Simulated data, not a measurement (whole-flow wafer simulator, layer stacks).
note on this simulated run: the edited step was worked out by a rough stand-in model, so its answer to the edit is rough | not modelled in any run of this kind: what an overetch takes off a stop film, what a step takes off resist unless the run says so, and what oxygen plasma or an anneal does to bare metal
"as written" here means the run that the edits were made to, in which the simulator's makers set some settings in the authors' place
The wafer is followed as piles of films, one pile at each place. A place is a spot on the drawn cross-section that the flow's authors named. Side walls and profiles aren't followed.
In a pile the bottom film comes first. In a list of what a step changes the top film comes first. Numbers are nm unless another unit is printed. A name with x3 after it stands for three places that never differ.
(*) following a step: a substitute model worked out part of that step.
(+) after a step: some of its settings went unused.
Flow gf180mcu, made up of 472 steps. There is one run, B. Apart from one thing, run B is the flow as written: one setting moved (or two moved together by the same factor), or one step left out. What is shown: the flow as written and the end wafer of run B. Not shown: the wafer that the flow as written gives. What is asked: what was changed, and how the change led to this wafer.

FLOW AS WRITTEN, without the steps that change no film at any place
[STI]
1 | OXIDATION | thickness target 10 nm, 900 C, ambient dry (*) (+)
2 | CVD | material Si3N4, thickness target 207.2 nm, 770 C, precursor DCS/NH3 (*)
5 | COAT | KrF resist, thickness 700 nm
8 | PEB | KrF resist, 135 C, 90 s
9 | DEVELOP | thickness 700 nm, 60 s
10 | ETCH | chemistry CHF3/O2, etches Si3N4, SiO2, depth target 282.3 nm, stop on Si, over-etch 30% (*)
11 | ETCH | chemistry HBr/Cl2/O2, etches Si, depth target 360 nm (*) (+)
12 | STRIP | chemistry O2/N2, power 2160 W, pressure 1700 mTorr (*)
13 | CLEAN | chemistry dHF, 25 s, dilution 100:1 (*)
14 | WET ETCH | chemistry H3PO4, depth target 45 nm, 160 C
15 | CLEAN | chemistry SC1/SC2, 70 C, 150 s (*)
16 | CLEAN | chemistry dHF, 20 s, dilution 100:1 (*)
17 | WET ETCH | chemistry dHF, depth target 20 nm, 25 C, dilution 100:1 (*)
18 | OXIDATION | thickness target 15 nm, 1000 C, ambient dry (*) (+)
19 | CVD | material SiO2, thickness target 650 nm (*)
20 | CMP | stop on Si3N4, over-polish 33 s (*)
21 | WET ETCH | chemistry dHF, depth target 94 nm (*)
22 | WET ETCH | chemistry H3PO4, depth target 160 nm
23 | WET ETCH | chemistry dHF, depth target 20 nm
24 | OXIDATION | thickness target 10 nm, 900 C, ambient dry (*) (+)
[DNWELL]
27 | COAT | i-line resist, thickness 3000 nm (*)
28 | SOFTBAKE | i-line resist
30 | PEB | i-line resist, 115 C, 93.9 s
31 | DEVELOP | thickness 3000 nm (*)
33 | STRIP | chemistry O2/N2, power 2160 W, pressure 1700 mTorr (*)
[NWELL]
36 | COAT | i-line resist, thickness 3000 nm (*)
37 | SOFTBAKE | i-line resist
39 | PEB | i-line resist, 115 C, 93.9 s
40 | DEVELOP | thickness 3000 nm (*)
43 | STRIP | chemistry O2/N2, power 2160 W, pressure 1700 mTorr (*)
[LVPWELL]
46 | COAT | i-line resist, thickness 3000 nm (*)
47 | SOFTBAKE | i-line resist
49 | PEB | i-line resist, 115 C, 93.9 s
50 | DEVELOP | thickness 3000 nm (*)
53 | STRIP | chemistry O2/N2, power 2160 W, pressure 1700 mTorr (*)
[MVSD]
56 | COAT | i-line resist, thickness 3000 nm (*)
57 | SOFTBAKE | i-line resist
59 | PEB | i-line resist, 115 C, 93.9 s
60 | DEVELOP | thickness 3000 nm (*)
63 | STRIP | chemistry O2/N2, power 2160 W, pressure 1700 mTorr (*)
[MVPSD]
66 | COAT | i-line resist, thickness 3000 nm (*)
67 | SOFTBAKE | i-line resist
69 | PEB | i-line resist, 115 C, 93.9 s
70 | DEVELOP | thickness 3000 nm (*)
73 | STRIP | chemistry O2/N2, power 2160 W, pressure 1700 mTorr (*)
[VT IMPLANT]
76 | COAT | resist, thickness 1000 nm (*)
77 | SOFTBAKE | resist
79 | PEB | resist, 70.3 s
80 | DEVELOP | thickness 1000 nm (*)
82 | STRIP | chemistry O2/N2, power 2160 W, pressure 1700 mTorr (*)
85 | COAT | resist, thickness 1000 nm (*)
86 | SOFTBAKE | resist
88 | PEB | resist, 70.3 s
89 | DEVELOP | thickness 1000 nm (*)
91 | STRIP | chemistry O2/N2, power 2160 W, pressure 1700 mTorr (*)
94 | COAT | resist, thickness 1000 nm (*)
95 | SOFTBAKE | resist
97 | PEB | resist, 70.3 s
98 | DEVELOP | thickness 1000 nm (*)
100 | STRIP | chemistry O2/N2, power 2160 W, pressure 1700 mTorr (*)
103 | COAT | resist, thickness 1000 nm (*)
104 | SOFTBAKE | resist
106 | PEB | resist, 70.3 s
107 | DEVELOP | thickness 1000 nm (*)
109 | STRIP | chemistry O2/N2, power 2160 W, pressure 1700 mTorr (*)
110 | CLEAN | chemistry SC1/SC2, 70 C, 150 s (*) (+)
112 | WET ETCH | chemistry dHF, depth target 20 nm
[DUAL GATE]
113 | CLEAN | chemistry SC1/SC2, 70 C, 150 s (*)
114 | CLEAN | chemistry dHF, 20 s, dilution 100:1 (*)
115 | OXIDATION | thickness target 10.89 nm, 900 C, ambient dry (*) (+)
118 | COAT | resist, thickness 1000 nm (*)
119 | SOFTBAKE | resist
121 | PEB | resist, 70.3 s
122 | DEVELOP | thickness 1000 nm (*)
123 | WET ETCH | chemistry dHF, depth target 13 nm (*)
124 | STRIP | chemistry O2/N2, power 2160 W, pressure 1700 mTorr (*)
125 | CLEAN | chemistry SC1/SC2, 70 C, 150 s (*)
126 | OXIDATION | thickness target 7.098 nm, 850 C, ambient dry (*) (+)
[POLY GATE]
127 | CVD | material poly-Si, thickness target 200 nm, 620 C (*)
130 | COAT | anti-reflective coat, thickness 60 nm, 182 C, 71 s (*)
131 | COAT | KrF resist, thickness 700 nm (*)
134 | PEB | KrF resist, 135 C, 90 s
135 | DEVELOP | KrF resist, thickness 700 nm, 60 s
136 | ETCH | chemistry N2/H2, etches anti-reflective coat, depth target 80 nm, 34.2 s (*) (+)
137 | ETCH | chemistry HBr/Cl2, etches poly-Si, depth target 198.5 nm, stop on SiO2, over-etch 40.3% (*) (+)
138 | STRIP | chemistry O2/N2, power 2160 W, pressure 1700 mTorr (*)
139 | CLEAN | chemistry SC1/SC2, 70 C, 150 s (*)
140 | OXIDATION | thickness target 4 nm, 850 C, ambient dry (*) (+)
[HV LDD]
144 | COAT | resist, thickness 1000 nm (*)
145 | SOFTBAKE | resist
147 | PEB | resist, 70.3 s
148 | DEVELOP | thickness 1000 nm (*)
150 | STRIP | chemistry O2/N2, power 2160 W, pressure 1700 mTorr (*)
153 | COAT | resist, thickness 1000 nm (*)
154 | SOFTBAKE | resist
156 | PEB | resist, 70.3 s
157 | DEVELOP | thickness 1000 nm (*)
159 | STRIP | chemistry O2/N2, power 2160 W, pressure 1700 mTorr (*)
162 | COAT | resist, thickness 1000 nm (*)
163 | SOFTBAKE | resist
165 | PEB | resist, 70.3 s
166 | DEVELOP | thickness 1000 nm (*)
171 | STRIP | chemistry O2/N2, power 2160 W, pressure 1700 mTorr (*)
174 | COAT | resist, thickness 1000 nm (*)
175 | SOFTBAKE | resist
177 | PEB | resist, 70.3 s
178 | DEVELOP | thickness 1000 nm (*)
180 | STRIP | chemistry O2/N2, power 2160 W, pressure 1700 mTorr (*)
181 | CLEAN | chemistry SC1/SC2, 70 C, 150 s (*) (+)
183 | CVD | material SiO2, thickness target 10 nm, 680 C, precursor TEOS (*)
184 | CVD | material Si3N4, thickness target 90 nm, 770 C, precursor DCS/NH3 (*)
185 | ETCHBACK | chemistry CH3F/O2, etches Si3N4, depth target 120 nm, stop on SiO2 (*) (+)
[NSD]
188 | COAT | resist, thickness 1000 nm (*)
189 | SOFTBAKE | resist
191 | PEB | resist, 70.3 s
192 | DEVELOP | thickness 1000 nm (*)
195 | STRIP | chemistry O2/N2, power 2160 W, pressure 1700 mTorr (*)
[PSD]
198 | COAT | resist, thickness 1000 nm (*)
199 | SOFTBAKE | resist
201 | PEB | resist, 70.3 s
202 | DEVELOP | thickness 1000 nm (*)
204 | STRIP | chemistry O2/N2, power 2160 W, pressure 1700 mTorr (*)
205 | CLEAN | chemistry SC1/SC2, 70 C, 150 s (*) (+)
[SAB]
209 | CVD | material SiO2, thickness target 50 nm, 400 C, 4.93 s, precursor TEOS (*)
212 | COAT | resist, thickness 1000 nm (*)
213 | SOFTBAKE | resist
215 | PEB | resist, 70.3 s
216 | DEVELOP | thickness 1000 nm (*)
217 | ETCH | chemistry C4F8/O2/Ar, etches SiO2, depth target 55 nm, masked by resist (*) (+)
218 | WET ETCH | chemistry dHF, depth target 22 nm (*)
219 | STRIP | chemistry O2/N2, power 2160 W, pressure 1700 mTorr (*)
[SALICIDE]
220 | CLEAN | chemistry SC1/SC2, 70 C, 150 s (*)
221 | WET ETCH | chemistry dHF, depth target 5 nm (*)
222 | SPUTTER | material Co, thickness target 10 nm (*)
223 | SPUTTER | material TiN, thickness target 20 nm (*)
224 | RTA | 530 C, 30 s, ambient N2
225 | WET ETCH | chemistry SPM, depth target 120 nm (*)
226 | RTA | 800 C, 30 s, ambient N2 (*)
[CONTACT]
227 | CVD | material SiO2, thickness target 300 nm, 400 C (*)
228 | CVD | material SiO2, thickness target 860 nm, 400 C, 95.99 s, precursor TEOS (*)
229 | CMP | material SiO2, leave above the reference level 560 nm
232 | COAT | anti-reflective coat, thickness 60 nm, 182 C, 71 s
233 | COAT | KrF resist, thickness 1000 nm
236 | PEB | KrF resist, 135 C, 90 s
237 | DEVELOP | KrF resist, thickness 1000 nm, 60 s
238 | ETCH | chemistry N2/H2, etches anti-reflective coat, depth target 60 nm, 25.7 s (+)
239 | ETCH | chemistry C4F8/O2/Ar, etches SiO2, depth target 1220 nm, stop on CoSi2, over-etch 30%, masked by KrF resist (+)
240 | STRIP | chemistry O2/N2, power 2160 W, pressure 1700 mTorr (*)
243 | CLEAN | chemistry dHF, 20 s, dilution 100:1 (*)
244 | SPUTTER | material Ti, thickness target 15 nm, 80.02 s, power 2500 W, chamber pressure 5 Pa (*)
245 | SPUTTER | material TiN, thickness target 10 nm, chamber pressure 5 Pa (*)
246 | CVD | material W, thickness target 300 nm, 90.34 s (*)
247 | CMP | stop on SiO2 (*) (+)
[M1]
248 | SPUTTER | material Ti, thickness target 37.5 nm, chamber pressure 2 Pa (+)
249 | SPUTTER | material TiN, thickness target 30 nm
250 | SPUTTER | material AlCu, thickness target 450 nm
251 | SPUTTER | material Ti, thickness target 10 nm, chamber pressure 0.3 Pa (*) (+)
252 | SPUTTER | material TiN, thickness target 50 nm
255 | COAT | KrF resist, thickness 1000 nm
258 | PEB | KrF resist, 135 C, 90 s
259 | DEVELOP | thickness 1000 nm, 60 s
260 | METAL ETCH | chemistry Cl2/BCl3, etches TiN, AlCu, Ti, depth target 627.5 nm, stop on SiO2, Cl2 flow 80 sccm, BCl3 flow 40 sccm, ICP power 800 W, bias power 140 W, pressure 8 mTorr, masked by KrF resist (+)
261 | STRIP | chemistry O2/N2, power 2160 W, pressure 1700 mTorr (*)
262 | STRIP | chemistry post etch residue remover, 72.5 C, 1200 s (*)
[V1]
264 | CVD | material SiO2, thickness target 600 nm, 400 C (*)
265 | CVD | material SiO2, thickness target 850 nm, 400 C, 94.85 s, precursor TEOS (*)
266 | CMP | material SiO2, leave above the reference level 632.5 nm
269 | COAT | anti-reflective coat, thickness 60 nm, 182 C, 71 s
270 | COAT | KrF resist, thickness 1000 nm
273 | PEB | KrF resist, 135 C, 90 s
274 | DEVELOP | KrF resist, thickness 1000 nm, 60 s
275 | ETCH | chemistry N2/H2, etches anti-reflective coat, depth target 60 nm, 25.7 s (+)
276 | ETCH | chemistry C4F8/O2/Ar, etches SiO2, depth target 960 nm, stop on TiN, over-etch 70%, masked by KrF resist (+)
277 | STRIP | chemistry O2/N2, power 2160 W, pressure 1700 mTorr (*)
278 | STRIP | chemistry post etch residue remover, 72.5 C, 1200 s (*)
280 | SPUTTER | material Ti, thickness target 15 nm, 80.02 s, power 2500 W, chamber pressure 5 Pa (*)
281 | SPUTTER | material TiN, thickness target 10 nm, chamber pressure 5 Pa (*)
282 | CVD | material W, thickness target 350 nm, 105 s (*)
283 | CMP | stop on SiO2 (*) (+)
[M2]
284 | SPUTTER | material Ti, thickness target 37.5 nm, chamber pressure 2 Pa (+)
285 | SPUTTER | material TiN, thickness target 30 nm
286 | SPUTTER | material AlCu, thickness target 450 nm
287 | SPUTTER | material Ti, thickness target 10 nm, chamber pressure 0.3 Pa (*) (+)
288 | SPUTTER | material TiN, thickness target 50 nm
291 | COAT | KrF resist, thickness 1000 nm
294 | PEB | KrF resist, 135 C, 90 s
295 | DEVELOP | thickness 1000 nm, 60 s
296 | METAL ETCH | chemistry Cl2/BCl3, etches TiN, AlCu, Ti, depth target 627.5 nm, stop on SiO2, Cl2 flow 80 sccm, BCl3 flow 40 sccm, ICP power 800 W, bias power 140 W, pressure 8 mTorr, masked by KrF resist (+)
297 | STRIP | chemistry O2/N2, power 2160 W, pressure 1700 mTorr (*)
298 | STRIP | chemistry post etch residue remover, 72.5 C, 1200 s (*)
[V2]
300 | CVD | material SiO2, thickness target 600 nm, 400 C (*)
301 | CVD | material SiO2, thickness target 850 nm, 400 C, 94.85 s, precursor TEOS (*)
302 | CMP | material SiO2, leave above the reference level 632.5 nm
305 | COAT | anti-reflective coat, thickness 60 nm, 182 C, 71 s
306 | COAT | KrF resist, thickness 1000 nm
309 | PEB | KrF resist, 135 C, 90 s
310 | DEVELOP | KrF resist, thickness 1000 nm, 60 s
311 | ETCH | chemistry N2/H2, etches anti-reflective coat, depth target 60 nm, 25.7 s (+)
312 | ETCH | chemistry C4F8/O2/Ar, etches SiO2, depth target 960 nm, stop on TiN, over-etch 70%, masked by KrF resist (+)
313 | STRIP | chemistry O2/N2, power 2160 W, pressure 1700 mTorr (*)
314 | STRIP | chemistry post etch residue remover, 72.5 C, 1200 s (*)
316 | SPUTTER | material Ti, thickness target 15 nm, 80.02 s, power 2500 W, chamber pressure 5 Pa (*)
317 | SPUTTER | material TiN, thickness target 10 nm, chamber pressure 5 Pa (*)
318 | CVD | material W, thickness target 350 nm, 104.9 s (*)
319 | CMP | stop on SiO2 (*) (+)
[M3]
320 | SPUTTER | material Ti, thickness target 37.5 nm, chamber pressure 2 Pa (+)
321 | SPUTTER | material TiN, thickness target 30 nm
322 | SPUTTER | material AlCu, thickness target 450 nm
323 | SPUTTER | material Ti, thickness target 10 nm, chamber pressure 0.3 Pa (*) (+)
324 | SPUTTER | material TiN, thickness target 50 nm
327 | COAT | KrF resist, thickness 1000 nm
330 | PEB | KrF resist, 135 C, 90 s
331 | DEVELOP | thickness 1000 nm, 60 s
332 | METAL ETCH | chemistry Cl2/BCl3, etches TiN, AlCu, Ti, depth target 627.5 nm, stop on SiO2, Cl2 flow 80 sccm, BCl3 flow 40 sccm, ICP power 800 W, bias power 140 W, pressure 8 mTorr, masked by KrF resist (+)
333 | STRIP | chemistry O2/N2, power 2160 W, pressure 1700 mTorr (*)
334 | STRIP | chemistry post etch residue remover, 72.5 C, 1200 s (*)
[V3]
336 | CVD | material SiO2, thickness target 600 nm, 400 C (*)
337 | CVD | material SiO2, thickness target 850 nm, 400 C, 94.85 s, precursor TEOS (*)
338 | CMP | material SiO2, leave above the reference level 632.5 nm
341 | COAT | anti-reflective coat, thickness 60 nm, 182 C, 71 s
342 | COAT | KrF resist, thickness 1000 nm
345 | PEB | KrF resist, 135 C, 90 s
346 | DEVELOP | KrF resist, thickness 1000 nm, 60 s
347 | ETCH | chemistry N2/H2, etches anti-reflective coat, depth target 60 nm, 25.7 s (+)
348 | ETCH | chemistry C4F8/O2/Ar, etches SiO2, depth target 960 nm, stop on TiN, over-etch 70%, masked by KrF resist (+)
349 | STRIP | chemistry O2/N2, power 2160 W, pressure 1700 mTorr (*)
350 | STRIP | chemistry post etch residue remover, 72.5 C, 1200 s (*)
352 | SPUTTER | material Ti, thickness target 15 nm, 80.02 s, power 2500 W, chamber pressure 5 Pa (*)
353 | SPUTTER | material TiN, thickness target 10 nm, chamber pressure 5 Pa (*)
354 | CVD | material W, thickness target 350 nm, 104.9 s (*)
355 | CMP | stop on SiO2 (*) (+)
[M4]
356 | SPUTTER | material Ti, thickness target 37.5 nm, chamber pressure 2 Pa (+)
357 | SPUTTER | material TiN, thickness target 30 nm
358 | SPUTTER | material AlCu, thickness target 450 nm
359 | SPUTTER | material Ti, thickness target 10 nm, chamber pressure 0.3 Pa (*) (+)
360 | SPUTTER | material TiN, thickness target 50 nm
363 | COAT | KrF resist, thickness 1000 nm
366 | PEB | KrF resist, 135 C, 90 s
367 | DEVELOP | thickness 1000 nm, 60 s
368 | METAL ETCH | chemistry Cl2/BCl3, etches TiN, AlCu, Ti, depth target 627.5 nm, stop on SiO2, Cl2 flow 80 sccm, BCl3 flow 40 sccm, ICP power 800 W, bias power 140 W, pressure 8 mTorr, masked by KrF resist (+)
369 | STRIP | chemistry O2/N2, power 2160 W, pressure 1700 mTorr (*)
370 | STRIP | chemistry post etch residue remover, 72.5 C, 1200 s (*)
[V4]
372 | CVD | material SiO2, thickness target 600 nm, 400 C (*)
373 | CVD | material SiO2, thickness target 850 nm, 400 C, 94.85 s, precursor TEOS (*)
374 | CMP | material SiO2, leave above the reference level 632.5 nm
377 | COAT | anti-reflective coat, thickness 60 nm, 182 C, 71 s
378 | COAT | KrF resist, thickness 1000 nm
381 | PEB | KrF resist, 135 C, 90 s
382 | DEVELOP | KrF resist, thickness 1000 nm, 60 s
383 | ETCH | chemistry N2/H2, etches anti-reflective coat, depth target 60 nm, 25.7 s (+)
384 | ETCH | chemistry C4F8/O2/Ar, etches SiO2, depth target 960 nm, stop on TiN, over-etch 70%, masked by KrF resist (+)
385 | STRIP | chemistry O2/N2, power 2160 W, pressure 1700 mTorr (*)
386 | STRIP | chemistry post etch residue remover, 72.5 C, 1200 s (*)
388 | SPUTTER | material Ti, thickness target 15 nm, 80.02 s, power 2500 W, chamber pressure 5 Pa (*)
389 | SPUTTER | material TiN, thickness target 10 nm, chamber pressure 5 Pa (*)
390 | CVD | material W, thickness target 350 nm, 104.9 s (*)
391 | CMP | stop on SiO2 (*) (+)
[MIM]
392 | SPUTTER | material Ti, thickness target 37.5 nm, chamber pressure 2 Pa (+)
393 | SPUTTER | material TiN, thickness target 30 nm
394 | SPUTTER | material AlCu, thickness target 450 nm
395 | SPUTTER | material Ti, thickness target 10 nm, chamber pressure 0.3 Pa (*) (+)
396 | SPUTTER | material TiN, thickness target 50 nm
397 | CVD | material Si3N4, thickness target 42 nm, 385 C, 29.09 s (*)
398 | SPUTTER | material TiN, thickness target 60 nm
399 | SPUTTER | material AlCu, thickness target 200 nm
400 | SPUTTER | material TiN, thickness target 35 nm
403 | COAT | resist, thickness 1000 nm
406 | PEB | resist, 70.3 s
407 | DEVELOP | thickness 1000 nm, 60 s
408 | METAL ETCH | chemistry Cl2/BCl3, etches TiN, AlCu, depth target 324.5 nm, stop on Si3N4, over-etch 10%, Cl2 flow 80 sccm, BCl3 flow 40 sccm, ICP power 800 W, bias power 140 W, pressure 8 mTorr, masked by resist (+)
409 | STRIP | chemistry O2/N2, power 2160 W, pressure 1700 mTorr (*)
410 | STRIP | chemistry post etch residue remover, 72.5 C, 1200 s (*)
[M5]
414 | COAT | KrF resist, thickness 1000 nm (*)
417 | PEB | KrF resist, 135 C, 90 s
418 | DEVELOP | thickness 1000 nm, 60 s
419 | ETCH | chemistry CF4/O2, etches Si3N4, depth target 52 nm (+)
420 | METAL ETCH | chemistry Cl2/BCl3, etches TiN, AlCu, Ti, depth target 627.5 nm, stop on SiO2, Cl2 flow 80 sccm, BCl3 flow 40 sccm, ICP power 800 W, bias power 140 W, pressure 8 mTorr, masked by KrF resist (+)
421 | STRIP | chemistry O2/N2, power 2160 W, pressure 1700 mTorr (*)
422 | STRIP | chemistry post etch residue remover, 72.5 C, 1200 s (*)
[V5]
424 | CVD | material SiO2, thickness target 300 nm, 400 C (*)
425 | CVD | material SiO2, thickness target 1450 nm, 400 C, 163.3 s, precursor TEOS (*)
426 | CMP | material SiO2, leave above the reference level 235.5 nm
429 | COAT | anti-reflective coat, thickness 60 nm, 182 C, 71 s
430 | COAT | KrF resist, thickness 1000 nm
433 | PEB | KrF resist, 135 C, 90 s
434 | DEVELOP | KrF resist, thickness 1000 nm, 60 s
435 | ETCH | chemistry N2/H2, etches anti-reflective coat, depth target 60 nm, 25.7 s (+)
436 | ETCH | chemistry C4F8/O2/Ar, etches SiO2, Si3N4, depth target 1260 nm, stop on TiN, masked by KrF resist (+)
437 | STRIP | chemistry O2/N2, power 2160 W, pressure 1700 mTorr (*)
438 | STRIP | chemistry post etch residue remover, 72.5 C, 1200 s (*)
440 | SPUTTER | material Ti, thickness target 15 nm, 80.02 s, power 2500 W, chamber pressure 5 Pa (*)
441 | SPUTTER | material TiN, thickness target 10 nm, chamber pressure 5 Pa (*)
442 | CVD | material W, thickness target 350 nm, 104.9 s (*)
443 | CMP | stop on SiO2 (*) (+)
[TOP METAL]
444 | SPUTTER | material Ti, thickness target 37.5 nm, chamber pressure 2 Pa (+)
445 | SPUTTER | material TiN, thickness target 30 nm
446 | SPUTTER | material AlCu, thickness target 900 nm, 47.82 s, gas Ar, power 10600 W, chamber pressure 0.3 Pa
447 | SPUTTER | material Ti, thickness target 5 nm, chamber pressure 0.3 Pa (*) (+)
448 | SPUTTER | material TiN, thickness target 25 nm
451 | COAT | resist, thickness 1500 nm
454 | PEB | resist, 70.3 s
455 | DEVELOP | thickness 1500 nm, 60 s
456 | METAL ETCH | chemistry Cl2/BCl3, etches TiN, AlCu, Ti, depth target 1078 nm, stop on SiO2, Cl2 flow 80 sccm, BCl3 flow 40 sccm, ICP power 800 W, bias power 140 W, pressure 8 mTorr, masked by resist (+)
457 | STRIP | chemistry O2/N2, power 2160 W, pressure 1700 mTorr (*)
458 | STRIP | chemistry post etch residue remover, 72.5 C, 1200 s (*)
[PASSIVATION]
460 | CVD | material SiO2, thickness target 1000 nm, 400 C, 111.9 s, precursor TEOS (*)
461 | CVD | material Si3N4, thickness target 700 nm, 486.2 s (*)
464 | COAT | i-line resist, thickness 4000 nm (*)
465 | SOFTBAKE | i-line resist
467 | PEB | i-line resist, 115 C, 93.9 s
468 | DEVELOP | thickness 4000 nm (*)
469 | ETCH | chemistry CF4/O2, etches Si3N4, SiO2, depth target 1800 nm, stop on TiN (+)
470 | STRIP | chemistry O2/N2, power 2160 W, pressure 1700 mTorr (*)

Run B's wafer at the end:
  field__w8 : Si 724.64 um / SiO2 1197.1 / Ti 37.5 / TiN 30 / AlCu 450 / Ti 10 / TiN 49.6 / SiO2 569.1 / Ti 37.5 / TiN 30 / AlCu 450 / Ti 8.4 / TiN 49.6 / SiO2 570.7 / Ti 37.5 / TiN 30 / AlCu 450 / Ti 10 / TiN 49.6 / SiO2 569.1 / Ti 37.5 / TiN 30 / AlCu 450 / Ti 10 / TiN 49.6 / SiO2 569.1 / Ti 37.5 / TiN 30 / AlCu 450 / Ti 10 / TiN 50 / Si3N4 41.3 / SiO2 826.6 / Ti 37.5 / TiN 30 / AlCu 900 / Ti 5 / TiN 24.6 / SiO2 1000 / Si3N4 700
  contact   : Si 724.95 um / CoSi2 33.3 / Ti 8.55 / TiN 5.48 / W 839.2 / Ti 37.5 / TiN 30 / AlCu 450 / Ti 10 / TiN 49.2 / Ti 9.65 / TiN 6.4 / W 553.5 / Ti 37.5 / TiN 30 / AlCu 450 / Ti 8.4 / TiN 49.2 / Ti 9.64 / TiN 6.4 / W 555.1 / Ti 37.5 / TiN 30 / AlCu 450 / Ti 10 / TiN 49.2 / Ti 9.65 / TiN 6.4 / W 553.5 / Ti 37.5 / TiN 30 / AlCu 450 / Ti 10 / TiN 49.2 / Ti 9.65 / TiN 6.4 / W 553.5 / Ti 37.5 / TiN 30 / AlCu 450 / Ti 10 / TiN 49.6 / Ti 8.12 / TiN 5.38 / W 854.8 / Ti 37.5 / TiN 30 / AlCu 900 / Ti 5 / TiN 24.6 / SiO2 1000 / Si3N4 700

The reason: step 287, SPUTTER: thickness target 8.4 nm was run, while the flow as written has thickness target 10 nm.
The wafer lets one read it off: field__w8 has Ti 8.4, and step 287 as written asks for 10 nm.

Step by step, how the change led to this:
  287 | SPUTTER | material Ti, thickness target 10 nm, chamber pressure 0.3 Pa (*) (+)
      field, field__w1, field__w2 and 108 more: +8.4 Ti (new film) (it would be, as written: +10 Ti (new film))
  296 | METAL ETCH | chemistry Cl2/BCl3, etches TiN, AlCu, Ti, depth target 627.5 nm, stop on SiO2, Cl2 flow 80 sccm, BCl3 flow 40 sccm, ICP power 800 W, bias power 140 W, pressure 8 mTorr, masked by KrF resist (+)
      field, field__w1, field__w2 and 103 more: -50 TiN (all of it), -8.4 Ti (all of it), -450 AlCu (all of it), -30 TiN (all of it), -37.5 Ti (all of it) (it would be, as written: -50 TiN (all of it), -10 Ti (all of it), -450 AlCu (all of it), -30 TiN (all of it), -37.5 Ti (all of it))
